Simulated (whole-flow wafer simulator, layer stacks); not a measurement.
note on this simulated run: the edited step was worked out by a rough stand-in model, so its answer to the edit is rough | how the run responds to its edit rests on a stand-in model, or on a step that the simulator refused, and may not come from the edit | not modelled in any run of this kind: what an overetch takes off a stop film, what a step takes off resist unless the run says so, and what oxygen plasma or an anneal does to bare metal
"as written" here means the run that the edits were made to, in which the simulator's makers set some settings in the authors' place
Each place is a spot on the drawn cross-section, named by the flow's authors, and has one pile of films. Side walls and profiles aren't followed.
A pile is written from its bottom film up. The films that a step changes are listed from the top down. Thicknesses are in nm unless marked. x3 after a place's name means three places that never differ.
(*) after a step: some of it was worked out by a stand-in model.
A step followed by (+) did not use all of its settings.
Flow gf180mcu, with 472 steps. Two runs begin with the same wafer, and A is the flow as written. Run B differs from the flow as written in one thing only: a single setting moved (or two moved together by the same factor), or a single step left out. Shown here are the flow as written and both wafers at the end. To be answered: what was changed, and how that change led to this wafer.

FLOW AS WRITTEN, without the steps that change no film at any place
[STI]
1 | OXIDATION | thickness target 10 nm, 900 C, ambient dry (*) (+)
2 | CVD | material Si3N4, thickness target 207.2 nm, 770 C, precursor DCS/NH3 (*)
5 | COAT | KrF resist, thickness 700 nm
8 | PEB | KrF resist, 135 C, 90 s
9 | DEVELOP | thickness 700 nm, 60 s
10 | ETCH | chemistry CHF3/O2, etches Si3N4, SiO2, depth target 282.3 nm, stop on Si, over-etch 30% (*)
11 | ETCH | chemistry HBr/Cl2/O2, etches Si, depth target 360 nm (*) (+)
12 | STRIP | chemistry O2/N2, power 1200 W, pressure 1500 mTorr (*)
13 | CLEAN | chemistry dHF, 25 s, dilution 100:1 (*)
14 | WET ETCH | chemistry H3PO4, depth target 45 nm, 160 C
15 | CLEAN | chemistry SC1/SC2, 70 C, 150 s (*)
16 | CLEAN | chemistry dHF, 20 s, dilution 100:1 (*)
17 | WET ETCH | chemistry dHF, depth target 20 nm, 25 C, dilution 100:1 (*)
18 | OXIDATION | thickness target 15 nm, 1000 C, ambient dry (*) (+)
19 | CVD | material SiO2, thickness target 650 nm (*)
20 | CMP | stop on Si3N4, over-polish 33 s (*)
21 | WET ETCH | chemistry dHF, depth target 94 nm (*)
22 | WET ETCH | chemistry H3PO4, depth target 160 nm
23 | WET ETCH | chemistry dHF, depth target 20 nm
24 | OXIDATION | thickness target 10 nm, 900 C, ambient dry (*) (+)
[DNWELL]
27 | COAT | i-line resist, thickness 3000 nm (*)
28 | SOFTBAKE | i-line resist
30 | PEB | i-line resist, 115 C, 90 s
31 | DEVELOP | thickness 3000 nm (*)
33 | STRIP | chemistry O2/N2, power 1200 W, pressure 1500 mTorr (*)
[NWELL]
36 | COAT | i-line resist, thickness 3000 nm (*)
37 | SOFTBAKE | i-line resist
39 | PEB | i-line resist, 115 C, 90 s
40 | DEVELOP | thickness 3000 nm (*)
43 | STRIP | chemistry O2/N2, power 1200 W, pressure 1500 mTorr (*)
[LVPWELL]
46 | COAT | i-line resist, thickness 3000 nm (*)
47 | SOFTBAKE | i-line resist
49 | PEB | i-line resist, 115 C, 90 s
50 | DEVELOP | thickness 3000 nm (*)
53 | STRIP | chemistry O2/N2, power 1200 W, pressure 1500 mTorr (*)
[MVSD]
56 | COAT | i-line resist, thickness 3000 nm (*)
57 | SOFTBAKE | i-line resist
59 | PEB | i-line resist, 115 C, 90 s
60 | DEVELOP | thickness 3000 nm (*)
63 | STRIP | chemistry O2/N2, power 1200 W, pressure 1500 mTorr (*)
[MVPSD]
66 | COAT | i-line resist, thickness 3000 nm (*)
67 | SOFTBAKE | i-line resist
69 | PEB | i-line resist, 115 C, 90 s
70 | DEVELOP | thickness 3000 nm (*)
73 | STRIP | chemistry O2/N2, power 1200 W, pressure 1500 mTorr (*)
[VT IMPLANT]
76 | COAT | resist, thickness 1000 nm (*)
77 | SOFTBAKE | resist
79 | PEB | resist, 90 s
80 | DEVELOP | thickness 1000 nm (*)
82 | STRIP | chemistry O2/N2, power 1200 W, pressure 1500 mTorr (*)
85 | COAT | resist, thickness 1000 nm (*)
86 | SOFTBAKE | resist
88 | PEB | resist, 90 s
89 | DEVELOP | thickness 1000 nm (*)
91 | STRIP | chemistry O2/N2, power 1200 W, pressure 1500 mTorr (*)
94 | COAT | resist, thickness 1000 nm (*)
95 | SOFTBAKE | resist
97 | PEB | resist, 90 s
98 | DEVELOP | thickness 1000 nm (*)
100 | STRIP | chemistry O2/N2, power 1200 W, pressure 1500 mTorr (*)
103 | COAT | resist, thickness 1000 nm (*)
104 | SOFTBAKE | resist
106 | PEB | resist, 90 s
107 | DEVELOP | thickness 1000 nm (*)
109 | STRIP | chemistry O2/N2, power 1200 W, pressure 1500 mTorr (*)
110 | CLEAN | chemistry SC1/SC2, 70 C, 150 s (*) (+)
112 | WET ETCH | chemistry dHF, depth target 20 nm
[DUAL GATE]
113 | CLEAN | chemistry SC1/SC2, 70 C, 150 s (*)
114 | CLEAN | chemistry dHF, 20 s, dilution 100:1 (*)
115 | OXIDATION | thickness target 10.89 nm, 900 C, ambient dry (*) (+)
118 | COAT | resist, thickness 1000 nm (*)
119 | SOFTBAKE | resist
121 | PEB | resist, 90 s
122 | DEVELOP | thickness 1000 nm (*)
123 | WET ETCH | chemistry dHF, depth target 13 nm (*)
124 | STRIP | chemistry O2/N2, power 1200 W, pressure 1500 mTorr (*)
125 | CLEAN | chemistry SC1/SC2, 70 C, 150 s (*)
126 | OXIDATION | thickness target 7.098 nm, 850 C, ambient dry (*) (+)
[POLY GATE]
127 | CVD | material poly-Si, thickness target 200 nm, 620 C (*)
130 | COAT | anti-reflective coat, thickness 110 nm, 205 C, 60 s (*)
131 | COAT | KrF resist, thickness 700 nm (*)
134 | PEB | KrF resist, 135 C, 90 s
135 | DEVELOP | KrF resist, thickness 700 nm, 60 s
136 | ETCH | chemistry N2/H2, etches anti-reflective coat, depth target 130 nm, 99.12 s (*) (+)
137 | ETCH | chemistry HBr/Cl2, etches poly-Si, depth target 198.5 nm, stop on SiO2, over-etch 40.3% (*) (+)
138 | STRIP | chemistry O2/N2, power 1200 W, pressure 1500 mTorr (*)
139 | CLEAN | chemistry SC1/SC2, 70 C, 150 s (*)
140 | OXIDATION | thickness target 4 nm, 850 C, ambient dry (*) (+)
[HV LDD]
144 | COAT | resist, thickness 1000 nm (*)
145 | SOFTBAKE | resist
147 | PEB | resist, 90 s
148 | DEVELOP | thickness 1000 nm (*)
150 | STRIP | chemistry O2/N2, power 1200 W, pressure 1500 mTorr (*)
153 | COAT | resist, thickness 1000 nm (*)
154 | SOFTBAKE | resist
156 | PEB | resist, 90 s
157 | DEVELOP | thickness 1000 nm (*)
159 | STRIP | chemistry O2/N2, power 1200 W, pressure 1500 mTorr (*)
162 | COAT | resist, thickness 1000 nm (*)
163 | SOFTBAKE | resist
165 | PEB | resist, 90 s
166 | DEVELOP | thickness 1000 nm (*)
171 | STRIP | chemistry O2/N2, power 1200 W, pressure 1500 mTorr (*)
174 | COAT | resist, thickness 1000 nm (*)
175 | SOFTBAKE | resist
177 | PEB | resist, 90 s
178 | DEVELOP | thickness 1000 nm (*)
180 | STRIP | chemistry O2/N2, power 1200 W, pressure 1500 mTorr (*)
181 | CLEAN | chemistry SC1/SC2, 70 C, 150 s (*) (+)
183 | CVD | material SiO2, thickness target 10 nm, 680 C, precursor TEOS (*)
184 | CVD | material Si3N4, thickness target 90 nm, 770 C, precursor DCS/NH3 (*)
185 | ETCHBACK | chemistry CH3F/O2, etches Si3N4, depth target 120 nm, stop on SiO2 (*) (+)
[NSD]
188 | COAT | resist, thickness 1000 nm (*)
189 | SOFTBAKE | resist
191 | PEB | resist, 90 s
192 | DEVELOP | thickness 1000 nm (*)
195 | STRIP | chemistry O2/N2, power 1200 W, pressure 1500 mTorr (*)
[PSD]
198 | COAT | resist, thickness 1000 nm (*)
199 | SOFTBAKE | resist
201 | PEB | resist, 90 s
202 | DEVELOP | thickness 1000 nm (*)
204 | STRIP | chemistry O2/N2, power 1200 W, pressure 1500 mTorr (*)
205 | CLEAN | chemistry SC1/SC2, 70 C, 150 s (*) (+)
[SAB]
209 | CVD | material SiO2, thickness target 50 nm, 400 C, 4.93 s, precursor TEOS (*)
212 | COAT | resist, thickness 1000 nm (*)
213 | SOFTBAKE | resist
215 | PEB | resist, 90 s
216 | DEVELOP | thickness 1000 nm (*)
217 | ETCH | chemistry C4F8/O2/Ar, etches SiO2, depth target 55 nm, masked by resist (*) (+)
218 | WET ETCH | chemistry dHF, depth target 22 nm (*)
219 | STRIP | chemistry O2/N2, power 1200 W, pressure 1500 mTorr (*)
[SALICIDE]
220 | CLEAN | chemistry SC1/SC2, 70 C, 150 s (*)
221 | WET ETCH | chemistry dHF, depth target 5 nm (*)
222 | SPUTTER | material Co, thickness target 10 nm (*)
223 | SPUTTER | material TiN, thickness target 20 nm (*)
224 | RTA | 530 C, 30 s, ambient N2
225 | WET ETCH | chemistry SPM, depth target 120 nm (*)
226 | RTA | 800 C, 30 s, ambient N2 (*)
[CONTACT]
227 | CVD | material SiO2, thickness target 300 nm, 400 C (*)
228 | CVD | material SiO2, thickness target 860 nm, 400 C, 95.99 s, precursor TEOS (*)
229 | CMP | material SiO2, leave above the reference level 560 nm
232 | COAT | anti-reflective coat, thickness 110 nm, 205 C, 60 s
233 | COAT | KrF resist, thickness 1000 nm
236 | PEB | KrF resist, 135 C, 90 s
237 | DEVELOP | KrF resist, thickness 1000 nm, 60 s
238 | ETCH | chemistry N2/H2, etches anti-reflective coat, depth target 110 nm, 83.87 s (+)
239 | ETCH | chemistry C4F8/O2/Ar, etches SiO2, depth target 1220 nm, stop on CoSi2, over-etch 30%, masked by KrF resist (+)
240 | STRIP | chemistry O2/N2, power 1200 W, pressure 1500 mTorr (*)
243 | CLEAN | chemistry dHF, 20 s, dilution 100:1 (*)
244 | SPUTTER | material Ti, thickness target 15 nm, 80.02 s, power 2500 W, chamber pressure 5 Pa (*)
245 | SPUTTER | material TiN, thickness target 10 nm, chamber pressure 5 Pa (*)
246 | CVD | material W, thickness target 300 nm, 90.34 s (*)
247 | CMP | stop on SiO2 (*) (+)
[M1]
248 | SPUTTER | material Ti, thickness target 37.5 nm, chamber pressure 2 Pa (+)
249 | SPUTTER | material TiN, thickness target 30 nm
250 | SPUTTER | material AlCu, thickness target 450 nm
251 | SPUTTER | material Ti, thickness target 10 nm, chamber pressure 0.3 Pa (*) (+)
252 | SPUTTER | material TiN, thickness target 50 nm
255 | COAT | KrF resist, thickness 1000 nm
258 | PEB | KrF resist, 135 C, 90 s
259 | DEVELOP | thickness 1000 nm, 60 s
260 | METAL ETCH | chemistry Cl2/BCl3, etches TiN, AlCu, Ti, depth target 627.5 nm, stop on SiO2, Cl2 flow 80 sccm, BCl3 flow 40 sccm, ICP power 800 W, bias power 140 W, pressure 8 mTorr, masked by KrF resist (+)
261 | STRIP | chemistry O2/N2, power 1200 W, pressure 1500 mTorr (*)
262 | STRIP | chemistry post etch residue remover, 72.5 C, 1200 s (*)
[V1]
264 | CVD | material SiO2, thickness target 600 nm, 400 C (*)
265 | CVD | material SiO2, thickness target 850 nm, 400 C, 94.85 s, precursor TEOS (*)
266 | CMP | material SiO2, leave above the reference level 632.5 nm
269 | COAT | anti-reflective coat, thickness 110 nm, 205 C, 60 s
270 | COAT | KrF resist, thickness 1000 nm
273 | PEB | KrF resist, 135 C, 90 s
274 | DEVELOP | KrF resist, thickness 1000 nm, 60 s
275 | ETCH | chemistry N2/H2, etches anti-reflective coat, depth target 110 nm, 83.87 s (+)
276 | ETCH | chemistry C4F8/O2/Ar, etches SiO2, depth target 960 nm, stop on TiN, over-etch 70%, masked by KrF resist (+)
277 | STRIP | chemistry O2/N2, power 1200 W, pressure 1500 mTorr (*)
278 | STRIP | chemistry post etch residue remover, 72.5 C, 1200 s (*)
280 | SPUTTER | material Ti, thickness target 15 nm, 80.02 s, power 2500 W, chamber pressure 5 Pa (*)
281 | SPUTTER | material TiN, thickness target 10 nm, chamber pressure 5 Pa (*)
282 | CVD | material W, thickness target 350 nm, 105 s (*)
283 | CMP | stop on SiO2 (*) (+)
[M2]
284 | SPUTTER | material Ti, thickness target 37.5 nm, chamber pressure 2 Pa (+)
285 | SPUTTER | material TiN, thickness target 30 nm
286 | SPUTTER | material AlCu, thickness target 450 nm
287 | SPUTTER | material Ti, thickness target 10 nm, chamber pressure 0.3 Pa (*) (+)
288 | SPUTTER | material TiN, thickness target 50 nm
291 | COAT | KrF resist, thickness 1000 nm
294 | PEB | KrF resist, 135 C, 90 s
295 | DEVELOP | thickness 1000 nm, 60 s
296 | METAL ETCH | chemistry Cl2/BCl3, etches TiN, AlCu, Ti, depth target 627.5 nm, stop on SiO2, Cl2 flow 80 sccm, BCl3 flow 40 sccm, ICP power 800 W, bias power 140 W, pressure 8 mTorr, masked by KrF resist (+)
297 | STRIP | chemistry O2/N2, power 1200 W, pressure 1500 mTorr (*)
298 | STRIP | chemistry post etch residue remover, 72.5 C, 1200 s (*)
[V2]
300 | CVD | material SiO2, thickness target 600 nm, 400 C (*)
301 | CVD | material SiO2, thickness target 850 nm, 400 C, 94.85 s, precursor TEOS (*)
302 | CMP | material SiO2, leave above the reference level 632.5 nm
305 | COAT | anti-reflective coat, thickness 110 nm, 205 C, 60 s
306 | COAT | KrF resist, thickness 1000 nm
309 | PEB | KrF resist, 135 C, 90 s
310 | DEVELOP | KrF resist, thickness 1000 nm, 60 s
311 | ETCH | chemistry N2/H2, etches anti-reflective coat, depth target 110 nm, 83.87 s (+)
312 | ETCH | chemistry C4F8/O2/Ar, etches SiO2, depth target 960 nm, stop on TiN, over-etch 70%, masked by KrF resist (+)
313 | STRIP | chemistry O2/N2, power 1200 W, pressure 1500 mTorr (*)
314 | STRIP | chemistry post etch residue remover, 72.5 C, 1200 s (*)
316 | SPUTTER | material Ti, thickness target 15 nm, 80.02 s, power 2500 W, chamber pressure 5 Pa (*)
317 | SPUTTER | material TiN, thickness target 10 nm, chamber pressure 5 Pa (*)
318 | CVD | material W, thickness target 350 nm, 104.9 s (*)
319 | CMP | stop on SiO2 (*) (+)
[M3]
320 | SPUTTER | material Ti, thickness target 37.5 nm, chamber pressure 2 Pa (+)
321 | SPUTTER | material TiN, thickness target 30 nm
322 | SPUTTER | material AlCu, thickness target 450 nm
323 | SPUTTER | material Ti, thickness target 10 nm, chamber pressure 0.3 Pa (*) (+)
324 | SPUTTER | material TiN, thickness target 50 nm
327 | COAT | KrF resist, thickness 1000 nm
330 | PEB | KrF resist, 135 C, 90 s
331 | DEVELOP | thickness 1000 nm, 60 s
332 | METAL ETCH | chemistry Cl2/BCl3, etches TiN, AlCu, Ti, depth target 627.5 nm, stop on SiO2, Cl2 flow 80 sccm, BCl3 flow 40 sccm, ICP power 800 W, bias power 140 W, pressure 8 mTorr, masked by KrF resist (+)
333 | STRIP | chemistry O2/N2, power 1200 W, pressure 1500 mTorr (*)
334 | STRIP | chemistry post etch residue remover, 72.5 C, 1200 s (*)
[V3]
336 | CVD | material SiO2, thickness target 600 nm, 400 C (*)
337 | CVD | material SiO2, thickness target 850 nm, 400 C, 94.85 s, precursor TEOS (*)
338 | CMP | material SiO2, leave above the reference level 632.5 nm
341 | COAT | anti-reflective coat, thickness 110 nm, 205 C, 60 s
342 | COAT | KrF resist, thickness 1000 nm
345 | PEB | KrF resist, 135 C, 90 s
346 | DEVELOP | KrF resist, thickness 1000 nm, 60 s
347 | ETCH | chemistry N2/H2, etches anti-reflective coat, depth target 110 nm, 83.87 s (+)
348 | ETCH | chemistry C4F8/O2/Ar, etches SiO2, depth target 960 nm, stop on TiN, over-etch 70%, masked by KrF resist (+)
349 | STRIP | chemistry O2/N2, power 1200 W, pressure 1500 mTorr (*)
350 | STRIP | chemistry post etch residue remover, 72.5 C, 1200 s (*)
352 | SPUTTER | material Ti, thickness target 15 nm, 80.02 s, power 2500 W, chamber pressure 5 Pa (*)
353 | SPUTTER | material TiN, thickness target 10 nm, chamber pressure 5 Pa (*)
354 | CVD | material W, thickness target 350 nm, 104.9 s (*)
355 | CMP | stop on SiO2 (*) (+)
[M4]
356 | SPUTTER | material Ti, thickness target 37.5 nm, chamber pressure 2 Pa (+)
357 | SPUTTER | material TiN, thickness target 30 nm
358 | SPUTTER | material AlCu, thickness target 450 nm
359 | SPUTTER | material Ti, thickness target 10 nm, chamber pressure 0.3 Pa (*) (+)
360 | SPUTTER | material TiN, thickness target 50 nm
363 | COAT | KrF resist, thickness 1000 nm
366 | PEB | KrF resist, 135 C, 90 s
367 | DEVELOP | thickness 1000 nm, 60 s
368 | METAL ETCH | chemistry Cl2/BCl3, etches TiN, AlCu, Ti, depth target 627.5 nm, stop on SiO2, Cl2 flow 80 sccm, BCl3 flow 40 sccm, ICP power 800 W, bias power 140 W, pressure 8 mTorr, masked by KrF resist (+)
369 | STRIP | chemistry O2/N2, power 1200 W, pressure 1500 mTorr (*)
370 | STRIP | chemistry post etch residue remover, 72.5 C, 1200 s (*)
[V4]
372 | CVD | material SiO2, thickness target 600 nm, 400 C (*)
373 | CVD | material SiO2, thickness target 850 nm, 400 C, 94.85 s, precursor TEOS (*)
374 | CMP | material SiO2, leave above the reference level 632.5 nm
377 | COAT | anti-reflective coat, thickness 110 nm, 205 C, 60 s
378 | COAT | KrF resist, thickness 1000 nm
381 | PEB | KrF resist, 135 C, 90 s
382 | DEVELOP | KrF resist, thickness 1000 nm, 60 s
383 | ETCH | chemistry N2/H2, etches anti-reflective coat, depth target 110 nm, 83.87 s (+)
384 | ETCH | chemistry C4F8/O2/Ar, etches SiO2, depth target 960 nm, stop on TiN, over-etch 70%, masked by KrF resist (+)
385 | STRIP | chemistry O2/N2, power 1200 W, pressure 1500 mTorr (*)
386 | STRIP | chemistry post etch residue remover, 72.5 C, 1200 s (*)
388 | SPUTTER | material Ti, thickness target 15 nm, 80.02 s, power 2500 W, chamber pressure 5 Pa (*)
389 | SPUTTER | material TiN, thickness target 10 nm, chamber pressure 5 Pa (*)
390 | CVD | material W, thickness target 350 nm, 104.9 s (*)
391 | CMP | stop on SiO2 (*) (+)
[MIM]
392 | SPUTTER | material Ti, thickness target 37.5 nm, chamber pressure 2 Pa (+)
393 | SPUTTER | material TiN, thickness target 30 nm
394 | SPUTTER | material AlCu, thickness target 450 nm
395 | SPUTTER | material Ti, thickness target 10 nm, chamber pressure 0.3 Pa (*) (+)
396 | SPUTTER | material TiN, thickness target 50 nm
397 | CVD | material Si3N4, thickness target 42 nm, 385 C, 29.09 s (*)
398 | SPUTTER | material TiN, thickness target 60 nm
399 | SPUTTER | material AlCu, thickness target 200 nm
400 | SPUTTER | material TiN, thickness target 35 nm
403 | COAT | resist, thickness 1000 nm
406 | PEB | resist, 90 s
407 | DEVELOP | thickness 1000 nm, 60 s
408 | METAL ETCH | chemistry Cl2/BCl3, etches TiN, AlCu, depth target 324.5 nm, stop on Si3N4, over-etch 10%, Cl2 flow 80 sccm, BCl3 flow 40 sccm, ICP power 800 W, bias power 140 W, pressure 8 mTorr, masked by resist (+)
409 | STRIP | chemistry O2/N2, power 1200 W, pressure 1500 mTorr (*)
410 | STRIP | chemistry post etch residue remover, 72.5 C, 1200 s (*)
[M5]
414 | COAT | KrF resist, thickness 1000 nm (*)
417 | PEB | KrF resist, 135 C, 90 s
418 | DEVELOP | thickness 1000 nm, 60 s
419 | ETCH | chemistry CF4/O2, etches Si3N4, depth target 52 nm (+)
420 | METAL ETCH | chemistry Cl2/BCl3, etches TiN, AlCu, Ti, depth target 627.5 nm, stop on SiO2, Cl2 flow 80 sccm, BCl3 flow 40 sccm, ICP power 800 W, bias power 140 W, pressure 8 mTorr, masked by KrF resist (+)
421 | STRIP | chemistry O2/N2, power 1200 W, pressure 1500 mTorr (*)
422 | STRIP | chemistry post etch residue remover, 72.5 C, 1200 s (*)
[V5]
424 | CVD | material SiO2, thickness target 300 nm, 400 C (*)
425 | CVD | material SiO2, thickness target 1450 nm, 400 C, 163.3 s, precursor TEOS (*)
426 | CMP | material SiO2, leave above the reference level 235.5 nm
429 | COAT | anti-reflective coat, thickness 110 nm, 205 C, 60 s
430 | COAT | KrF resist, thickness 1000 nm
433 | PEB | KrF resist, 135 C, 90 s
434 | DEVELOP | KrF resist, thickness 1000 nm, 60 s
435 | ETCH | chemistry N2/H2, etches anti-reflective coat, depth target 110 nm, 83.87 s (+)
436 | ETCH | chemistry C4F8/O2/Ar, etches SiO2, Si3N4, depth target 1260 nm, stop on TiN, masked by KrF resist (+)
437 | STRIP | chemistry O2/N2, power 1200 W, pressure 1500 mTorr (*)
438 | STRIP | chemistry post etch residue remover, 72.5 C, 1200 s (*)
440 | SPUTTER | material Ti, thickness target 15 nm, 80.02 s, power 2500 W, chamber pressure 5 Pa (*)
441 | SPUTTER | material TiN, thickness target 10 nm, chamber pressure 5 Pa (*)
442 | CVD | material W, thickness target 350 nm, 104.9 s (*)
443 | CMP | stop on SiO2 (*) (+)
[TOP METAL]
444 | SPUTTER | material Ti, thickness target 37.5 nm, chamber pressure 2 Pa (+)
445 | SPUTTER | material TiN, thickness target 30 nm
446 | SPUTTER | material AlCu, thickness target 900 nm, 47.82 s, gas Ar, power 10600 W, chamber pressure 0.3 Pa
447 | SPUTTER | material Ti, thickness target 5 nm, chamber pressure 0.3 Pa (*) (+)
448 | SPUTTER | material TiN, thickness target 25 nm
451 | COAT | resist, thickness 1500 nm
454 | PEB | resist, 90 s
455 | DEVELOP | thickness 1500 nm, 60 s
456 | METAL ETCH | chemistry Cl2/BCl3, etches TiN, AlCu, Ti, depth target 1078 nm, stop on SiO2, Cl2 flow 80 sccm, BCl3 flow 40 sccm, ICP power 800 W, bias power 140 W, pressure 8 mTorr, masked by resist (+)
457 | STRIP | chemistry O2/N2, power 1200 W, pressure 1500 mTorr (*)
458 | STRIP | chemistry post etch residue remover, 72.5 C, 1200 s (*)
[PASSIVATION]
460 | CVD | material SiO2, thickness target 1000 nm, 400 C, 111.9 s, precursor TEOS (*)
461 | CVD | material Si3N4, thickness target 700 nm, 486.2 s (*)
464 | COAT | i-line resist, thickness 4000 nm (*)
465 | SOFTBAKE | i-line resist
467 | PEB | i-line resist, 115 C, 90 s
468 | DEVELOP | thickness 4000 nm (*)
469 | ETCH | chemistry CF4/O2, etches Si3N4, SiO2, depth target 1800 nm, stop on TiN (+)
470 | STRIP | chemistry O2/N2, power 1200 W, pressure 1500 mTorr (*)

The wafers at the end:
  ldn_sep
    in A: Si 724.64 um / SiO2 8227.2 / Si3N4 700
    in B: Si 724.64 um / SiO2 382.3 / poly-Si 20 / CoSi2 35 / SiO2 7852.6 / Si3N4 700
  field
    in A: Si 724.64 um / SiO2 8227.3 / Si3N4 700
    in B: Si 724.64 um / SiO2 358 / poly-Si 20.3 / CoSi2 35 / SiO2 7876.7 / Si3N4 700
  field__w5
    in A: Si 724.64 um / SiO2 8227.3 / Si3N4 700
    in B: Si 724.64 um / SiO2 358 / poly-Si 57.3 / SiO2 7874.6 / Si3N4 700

The reason: step 126, OXIDATION: thickness target 3.55 nm was run, though the flow has thickness target 7.098 nm; step 137, ETCH: depth target 99.2 nm was run, where the flow has depth target 198.5 nm.

How this came from the change, step by step:
  126 | OXIDATION | thickness target 7.098 nm, 850 C, ambient dry (*) (+)
      gate_hv, active_hv, active_nat and 25 more: A SiO2 gains 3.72, Si loses 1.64 | B SiO2 gains 0.8, Si loses 0.35
      active, n_well, p_well and 12 more: A SiO2 gains 7.1 (new film), chemical SiO2 loses 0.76 (all of it), Si loses 2.79 | B SiO2 gains 3.55 (new film), chemical SiO2 loses 0.76 (all of it), Si loses 1.23
  137 | ETCH | chemistry HBr/Cl2, etches poly-Si, depth target 198.5 nm, stop on SiO2, over-etch 40.3% (*) (+)
      field, field__w3, field__w12 and 10 more: A poly-Si loses 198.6 (all of it), SiO2 loses 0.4 | B poly-Si loses 139.2
      active, n_well, sd_p and 9 more: A poly-Si loses 198.7 (all of it), SiO2 loses 0.4 | B poly-Si loses 139.2
      (as well as at 67 more places)
  138 | STRIP | chemistry O2/N2, power 1200 W, pressure 1500 mTorr (*)
      field, field__w1, field__w2 and 61 more: A nothing | B chemical SiO2 gains 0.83 (new film), poly-Si loses 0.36
      gate: A chemical SiO2 gains 0.62 (new film), KrF resist loses 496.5 (all of it), anti-reflective coat loses 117 (all of it), poly-Si loses 0.27 | B chemical SiO2 gains 0.63 (new film), KrF resist loses 543 (all of it), anti-reflective coat loses 117.9 (all of it), poly-Si loses 0.28
      (as well as at 27 more places)
  139 | CLEAN | chemistry SC1/SC2, 70 C, 150 s (*)
      field, field__w1, field__w2 and 34 more: A SiO2 loses 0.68 | B chemical SiO2 loses 0.07, poly-Si loses 0.27
  140 | OXIDATION | thickness target 4 nm, 850 C, ambient dry (*) (+)
      field, field__w1, field__w2 and 21 more: A SiO2 gains 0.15, Si loses 0.07 | B SiO2 gains 4 (new film), chemical SiO2 loses 0.76 (all of it), poly-Si loses 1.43
      active_hv, active_nat, ld_sd_n and 11 more: A SiO2 gains 0.96, Si loses 0.42 | B SiO2 gains 4 (new film), chemical SiO2 loses 0.76 (all of it), poly-Si loses 1.43
      (as well as at 26 more places)
  144 | COAT | resist, thickness 1000 nm (*)
      polyc_n, polyc_p: A resist gains 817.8 (new film) | B resist gains 870.5 (new film)
      gate: A resist gains 837.4 (new film) | B resist gains 890.6 (new film)
      (as well as at 25 more places)
  145 | SOFTBAKE | resist
      nw_enc_fld_lv__w3: A resist gains 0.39 | B resist loses 0.14
      ldn_sep, ldp_sep__w1: A resist gains 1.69 | B resist gains 1.14
      (as well as at 26 more places)
  147 | PEB | resist, 90 s
      ld_gate_n, ld_acc_n: A resist loses 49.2 | B resist loses 51.7
      gate_p_hv, gate_hv5: A resist loses 47.8 | B resist loses 50.7
      (as well as at 26 more places)
  148 | DEVELOP | thickness 1000 nm (*)
      gate: A resist loses 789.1 (all of it) | B resist loses 839.5 (all of it)
      npoly_u: A resist loses 790.2 (all of it) | B resist loses 836.7 (all of it)
      (as well as at 3 more places)
  150 | STRIP | chemistry O2/N2, power 1200 W, pressure 1500 mTorr (*)
      gate_hv: A resist loses 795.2 (all of it) | B resist loses 840.8 (all of it)
      gate_p: A resist loses 795.2 (all of it) | B resist loses 843.7 (all of it)
      (as well as at 21 more places)
  153 | COAT | resist, thickness 1000 nm (*)
      polyc_n, polyc_p: A resist gains 817.8 (new film) | B resist gains 870.5 (new film)
      gate: A resist gains 837.4 (new film) | B resist gains 890.6 (new film)
      (as well as at 25 more places)
  154 | SOFTBAKE | resist
      nw_enc_fld_lv__w3: A resist gains 0.39 | B resist loses 0.14
      ldn_sep, ldp_sep__w1: A resist gains 1.69 | B resist gains 1.14
      (as well as at 26 more places)
  156 | PEB | resist, 90 s
      ld_gate_n, ld_acc_n: A resist loses 49.2 | B resist loses 51.7
      gate_p_hv, gate_hv5: A resist loses 47.8 | B resist loses 50.7
      (as well as at 26 more places)
  157 | DEVELOP | thickness 1000 nm (*)
      gate_p: A resist loses 795.2 (all of it) | B resist loses 843.7 (all of it)
      ppoly_u: A resist loses 793.1 (all of it) | B resist loses 838.9 (all of it)
      (as well as at 3 more places)
  159 | STRIP | chemistry O2/N2, power 1200 W, pressure 1500 mTorr (*)
      gate: A resist loses 789.1 (all of it) | B resist loses 839.5 (all of it)
      gate_hv: A resist loses 795.2 (all of it) | B resist loses 840.8 (all of it)
      (as well as at 21 more places)
  162 | COAT | resist, thickness 1000 nm (*)
      polyc_n, polyc_p: A resist gains 817.8 (new film) | B resist gains 870.5 (new film)
      gate: A resist gains 837.4 (new film) | B resist gains 890.6 (new film)
      (as well as at 25 more places)
  ... another 37 steps ...
  246 | CVD | material W, thickness target 300 nm, 90.34 s (*)
      polyc_n, polyc_p: A W gains 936 (new film) | B W gains 999.1 (new film)
If metal films that touch count as one body, ldn_sep has 1 body; the flow as written gives 0 bodies.
If metal films that touch count as one body, field has 1 body; the flow as written gives 0 bodies.
